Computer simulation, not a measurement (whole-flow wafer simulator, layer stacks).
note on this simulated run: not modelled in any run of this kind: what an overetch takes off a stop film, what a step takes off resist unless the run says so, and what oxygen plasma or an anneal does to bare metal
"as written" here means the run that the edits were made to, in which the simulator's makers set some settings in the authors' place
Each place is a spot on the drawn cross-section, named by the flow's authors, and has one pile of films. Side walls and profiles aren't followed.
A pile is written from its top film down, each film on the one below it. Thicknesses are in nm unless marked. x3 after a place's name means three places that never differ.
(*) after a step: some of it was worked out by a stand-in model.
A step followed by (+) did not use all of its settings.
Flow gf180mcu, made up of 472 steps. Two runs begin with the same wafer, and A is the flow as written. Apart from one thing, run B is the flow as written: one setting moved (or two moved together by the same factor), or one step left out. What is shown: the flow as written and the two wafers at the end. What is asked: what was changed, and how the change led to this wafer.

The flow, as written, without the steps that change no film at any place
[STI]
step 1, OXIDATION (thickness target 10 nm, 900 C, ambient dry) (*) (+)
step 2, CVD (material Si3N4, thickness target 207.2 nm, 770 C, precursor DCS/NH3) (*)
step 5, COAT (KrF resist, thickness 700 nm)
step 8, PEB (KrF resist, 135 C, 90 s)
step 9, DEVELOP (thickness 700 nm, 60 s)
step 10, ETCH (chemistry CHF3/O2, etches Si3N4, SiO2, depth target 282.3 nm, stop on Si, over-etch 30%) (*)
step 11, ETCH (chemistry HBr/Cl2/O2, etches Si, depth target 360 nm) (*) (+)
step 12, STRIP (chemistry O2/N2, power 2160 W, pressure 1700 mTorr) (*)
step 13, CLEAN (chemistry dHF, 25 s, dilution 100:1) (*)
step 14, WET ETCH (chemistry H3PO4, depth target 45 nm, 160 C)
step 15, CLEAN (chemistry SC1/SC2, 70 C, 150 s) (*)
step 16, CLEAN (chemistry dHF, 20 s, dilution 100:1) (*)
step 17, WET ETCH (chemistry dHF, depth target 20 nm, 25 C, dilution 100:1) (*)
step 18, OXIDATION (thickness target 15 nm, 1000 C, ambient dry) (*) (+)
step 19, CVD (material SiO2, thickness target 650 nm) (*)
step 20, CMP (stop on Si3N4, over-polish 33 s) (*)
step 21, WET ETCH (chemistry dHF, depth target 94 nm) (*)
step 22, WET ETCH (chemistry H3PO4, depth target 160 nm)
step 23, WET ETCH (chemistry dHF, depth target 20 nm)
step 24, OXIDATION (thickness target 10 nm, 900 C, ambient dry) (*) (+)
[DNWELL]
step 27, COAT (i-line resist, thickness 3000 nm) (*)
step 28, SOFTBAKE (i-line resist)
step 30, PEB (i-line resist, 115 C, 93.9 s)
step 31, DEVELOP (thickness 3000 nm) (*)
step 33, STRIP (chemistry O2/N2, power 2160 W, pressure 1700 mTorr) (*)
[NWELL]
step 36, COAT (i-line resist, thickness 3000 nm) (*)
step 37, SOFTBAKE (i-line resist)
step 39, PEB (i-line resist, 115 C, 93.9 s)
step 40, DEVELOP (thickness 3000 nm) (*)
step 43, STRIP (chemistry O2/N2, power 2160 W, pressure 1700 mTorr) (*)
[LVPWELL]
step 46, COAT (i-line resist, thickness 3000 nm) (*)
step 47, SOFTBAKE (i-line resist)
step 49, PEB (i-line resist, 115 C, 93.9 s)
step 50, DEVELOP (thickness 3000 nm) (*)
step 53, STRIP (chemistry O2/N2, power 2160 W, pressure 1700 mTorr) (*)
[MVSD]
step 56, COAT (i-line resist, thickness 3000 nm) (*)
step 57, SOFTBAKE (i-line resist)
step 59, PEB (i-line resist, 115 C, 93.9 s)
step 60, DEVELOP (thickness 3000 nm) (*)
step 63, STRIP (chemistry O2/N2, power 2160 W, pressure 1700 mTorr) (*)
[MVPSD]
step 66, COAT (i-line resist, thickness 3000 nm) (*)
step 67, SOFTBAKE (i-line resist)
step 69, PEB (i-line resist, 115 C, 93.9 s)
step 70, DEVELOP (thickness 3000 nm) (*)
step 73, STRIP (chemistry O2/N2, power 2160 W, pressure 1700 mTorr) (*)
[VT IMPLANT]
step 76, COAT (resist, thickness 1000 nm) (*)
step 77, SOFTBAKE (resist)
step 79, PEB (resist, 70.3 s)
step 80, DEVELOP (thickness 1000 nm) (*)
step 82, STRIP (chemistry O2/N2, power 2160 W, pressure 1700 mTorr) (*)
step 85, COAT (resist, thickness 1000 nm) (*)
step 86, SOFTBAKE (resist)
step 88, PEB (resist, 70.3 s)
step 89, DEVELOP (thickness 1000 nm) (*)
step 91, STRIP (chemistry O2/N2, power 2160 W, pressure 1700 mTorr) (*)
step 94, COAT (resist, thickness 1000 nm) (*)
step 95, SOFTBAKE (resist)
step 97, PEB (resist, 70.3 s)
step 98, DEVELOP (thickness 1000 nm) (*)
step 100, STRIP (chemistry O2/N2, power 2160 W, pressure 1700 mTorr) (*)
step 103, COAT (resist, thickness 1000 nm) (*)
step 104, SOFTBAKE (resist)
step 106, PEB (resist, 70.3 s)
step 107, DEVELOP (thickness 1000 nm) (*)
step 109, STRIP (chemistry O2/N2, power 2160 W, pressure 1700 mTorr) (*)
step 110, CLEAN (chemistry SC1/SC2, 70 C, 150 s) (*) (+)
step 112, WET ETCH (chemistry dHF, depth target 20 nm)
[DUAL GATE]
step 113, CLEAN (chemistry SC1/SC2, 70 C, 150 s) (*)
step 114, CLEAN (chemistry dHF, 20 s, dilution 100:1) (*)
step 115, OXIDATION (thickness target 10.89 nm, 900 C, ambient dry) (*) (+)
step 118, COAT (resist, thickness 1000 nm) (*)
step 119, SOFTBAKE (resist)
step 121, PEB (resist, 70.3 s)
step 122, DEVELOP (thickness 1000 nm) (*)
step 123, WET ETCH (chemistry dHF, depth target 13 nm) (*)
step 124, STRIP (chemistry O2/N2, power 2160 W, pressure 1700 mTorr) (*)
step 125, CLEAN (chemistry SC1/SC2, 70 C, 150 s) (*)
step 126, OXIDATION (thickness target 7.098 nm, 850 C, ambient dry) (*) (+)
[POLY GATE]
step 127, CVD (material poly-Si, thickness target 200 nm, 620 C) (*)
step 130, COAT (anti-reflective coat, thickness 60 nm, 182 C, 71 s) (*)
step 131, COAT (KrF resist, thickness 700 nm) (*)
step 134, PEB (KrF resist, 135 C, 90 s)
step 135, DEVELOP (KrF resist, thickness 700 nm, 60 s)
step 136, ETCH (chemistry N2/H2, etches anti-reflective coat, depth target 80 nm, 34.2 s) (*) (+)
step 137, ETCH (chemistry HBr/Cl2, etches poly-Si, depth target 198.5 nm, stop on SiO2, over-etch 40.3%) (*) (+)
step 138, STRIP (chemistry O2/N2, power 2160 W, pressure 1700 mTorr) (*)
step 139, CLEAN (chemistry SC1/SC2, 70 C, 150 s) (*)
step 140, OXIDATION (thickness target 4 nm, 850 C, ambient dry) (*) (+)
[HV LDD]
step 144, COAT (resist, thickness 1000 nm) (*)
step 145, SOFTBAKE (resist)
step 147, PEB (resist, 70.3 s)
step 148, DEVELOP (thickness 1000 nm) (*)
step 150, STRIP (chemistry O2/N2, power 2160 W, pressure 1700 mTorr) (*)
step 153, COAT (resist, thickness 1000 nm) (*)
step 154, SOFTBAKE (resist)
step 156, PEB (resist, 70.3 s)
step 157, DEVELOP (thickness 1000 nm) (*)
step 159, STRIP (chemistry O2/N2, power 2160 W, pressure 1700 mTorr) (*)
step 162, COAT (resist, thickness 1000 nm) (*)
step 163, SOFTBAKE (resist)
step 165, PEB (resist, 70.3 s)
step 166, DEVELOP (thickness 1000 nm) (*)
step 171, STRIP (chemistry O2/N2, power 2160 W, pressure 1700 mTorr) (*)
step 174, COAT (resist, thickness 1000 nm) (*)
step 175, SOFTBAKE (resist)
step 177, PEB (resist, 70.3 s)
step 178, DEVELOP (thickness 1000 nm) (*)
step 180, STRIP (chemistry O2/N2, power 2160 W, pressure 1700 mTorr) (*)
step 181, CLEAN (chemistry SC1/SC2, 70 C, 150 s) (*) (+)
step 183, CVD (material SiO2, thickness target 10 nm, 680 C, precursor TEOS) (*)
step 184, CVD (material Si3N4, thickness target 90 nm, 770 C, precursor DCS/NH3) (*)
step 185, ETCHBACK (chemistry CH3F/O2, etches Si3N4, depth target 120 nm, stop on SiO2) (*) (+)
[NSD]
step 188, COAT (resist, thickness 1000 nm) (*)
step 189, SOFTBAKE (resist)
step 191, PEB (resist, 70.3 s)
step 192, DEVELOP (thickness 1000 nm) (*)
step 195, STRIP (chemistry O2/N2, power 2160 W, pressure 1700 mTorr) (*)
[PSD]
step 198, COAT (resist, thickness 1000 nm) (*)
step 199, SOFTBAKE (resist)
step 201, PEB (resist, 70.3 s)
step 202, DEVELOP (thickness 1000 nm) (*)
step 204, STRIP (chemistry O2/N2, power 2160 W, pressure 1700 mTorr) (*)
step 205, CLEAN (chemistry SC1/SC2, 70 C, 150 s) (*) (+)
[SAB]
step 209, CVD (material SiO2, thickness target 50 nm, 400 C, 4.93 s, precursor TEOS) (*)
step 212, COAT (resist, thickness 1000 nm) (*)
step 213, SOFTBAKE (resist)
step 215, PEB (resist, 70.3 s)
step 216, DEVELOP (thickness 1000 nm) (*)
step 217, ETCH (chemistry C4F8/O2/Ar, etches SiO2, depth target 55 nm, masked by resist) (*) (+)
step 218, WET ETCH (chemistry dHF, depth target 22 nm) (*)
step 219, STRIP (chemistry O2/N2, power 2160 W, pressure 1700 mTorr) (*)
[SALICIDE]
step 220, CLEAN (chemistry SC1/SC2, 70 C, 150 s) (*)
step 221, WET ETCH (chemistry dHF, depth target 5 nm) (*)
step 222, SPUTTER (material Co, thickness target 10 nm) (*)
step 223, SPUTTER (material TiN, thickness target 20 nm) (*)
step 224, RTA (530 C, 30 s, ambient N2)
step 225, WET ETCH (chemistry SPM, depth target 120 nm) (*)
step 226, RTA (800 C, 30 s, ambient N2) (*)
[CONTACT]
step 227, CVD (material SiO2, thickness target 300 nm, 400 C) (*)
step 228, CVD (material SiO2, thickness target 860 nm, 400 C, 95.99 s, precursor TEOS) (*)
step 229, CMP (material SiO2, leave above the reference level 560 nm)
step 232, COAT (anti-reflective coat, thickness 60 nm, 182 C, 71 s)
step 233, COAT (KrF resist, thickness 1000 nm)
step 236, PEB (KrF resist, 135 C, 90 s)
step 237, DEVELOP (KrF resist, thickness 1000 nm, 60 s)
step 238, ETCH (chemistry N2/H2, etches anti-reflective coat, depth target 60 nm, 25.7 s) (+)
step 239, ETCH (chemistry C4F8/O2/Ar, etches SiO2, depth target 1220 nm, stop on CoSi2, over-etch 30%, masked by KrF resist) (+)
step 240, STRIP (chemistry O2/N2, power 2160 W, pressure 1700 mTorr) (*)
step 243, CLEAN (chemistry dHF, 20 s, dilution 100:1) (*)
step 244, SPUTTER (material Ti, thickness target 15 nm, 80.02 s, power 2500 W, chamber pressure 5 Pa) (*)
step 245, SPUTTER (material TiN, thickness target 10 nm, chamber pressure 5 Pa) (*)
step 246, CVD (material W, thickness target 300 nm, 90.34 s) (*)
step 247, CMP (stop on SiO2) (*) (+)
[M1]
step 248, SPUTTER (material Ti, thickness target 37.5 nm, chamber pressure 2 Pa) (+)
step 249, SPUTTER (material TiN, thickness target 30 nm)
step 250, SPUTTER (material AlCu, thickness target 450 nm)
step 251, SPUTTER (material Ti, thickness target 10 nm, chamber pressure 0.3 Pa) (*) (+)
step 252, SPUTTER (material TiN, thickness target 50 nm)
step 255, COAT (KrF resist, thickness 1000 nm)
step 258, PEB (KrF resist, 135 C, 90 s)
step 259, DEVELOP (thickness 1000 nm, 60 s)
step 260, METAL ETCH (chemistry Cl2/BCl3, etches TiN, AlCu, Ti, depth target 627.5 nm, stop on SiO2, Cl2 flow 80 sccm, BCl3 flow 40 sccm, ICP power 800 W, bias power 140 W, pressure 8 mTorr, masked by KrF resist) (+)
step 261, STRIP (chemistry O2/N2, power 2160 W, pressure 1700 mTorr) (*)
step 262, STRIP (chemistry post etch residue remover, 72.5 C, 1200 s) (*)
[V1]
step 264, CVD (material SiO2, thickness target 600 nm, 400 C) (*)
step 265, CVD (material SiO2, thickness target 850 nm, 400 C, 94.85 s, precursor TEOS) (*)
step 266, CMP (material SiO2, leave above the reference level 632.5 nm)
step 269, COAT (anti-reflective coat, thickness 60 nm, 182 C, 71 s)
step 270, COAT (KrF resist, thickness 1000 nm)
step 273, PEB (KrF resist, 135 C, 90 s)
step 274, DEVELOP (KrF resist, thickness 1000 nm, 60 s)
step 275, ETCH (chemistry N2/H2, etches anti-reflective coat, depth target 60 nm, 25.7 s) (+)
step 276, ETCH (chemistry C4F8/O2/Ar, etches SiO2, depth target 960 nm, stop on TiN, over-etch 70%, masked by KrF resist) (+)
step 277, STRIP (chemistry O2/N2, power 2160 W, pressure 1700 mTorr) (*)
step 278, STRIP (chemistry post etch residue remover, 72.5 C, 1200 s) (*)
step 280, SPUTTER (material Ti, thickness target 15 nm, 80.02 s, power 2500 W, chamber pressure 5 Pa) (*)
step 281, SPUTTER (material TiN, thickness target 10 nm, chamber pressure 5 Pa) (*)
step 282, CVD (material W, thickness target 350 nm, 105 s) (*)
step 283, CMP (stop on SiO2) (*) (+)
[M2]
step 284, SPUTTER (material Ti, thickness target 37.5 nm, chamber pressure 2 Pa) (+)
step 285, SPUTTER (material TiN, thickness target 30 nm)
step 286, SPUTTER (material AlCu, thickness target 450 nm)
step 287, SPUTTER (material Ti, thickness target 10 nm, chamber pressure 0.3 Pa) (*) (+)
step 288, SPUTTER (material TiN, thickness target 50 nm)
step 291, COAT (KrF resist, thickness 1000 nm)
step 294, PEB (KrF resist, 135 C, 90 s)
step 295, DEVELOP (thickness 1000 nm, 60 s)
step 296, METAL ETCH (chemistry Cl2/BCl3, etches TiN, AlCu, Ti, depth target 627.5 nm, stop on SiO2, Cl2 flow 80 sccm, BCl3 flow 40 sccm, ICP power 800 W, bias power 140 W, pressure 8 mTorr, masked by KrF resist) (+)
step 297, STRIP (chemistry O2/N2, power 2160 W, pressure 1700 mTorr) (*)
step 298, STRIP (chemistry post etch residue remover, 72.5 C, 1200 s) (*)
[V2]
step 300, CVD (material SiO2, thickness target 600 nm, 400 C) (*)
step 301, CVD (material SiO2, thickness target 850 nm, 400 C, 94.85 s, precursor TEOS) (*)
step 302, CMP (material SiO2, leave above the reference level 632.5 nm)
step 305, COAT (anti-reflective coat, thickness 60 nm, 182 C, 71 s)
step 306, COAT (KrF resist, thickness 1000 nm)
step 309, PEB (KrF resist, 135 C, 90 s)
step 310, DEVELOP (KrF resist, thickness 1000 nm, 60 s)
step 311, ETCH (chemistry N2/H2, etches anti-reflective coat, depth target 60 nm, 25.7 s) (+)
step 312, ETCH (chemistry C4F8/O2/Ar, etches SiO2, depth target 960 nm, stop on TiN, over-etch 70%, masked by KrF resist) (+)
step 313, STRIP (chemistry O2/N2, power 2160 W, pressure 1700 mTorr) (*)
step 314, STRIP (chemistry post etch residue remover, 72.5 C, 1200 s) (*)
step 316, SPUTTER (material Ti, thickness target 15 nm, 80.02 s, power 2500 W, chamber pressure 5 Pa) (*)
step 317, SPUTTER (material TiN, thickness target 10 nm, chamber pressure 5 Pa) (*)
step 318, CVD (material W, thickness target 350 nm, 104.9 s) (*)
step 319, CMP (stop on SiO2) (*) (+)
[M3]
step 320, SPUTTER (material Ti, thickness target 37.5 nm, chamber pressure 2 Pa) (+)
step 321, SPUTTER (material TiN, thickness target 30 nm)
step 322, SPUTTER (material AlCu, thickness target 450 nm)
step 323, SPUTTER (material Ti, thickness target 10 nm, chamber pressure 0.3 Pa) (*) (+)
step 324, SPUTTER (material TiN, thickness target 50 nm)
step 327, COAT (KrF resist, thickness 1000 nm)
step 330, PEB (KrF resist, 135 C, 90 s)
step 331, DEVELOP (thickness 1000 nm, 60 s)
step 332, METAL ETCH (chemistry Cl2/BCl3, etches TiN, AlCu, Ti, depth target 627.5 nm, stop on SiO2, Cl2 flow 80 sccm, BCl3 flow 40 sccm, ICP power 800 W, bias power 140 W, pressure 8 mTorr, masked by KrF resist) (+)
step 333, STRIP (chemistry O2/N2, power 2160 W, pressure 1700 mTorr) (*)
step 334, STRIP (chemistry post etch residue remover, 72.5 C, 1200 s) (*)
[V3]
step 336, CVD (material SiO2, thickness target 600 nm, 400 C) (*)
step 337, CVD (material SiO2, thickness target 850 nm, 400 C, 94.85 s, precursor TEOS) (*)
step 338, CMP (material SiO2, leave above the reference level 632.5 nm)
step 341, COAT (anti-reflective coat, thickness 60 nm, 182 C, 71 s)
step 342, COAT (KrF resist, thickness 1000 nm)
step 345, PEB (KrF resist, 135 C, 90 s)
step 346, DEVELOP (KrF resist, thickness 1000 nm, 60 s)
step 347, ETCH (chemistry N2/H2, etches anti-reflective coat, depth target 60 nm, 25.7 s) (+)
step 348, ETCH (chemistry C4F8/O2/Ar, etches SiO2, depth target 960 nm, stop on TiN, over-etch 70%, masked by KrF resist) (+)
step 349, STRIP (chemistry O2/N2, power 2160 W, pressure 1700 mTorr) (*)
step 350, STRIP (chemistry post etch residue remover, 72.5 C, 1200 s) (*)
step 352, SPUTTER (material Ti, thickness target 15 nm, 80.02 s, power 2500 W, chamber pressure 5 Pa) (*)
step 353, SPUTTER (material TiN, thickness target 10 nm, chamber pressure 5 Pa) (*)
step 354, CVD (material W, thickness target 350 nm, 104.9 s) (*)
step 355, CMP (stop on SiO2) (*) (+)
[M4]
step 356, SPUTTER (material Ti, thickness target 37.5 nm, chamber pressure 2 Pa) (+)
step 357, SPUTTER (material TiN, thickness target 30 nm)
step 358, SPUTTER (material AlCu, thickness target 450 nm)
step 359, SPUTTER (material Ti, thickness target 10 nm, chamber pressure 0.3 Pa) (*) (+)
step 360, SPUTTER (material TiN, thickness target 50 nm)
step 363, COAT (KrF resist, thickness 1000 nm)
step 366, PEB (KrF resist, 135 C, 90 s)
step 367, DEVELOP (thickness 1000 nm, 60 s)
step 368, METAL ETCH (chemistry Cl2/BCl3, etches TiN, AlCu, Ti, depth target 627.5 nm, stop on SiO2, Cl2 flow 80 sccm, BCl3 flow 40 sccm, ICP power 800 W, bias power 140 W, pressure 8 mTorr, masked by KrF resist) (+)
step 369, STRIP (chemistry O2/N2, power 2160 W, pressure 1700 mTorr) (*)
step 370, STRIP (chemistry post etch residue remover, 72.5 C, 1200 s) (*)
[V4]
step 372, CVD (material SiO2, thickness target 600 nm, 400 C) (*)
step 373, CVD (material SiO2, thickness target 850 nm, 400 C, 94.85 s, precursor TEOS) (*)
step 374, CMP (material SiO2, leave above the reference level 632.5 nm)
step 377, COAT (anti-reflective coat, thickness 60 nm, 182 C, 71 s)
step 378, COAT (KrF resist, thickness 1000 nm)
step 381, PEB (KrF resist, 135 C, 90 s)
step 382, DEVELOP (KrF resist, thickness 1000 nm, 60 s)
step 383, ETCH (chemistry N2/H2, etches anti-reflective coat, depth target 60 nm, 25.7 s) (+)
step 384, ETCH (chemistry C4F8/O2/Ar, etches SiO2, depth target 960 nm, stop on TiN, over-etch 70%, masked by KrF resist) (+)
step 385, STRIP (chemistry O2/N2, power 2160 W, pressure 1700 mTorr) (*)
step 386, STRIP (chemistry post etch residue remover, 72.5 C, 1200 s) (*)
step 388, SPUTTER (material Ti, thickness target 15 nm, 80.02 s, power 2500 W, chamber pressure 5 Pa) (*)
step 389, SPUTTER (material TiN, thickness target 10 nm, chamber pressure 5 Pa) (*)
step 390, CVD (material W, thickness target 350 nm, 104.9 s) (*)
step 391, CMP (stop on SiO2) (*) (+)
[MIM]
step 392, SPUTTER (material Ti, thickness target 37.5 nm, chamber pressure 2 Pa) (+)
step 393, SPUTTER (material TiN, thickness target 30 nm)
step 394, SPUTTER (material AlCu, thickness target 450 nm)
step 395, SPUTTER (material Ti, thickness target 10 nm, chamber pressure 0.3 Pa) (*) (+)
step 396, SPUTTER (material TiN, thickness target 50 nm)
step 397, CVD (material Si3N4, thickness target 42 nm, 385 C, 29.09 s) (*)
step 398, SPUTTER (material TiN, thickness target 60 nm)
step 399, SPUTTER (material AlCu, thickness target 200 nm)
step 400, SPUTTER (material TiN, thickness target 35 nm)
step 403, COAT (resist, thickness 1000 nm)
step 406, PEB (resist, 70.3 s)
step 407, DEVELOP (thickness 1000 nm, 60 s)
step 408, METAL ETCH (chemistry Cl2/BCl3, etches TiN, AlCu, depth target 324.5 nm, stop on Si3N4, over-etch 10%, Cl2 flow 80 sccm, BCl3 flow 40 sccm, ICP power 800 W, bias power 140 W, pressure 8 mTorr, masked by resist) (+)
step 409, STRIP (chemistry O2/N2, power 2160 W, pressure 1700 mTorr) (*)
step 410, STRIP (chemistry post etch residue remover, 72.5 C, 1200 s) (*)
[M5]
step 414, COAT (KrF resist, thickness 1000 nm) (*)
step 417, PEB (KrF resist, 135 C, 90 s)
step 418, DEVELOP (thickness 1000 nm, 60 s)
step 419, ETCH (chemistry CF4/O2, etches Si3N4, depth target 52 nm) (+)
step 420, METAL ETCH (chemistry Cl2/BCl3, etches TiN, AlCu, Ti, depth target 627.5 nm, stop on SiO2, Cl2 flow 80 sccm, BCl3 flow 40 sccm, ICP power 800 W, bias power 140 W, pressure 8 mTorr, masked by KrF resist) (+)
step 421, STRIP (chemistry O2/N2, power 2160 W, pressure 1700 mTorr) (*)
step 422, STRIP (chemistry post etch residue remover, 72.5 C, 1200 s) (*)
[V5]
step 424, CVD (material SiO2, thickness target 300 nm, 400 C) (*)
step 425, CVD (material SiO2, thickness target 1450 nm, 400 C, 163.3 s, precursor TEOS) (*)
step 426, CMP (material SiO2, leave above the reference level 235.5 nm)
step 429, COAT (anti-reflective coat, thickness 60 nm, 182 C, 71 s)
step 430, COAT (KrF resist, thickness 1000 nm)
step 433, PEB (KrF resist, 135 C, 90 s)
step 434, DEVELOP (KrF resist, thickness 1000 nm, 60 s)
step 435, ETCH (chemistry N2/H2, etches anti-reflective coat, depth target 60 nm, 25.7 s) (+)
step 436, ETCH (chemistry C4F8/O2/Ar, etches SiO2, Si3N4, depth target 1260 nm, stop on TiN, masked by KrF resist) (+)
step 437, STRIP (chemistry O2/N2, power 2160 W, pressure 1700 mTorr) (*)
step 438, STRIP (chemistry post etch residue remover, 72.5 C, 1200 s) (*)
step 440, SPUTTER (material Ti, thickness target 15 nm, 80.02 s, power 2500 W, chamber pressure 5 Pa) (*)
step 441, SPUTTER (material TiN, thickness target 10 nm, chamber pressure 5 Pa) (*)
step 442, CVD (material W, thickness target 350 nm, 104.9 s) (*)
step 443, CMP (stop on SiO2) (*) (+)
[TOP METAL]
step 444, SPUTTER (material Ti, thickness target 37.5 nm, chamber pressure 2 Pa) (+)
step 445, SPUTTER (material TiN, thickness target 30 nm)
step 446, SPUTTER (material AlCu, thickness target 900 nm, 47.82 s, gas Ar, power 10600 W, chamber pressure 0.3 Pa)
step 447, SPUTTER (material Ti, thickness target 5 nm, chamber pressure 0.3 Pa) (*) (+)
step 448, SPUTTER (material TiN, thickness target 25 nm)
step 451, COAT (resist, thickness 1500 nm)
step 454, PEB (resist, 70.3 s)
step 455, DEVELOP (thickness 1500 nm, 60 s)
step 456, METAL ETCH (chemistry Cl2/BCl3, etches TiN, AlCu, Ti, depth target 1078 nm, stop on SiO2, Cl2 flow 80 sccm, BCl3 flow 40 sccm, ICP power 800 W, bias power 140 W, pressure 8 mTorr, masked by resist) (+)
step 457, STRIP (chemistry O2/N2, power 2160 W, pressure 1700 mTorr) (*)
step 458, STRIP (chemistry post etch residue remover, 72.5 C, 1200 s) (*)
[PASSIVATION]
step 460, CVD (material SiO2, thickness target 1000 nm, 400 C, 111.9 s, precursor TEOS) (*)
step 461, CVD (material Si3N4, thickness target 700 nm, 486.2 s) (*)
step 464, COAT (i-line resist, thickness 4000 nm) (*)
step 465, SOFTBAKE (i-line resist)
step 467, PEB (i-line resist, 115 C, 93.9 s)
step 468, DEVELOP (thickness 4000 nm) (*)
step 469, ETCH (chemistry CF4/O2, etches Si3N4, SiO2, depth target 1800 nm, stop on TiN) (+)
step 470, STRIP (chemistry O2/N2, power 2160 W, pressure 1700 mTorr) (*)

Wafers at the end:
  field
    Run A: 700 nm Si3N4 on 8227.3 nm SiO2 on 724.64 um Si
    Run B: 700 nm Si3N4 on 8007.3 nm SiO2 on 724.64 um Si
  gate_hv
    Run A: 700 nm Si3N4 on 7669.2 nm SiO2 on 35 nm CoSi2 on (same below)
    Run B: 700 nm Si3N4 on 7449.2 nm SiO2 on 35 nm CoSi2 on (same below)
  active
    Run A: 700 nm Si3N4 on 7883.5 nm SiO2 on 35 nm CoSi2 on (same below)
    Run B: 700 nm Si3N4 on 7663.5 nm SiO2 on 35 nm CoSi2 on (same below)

What caused this: step 394, SPUTTER: thickness target 230 nm was run, whereas the flow has thickness target 450 nm.

Step by step, how the change led to this:
  step 394, SPUTTER (material AlCu, thickness target 450 nm)
      field, field__w1, field__w2 and 108 more: A +450 AlCu (new film) | B +230 AlCu (new film)
  step 420, METAL ETCH (chemistry Cl2/BCl3, etches TiN, AlCu, Ti, depth target 627.5 nm, stop on SiO2, Cl2 flow 80 sccm, BCl3 flow 40 sccm, ICP power 800 W, bias power 140 W, pressure 8 mTorr, masked by KrF resist) (+)
      field, field__w1, field__w2 and 101 more: A -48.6 TiN (all of it), -10 Ti (all of it), -450 AlCu (all of it), -30 TiN (all of it), -37.5 Ti (all of it) | B -48.6 TiN (all of it), -10 Ti (all of it), -230 AlCu (all of it), -30 TiN (all of it), -37.5 Ti (all of it)
      field__w4, field__w8, contact, m1, m1__w1, mim, mim_1p0, m1_nw: A -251 KrF resist | B -213.6 KrF resist
  step 421, STRIP (chemistry O2/N2, power 2160 W, pressure 1700 mTorr) (*)
      field__w8, m1__w1: A -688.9 KrF resist (all of it) | B -726.2 KrF resist (all of it)
      contact, m1: A -689.3 KrF resist (all of it) | B -726.7 KrF resist (all of it)
      (also at 4 further places)
  step 426, CMP (material SiO2, leave above the reference level 235.5 nm)
      field, field__w1, field__w5 and 92 more: A -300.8 SiO2 | B -520.8 SiO2
      field__w2, field__w3, field__w12 and 6 more: A -272.7 SiO2 | B -502.7 SiO2
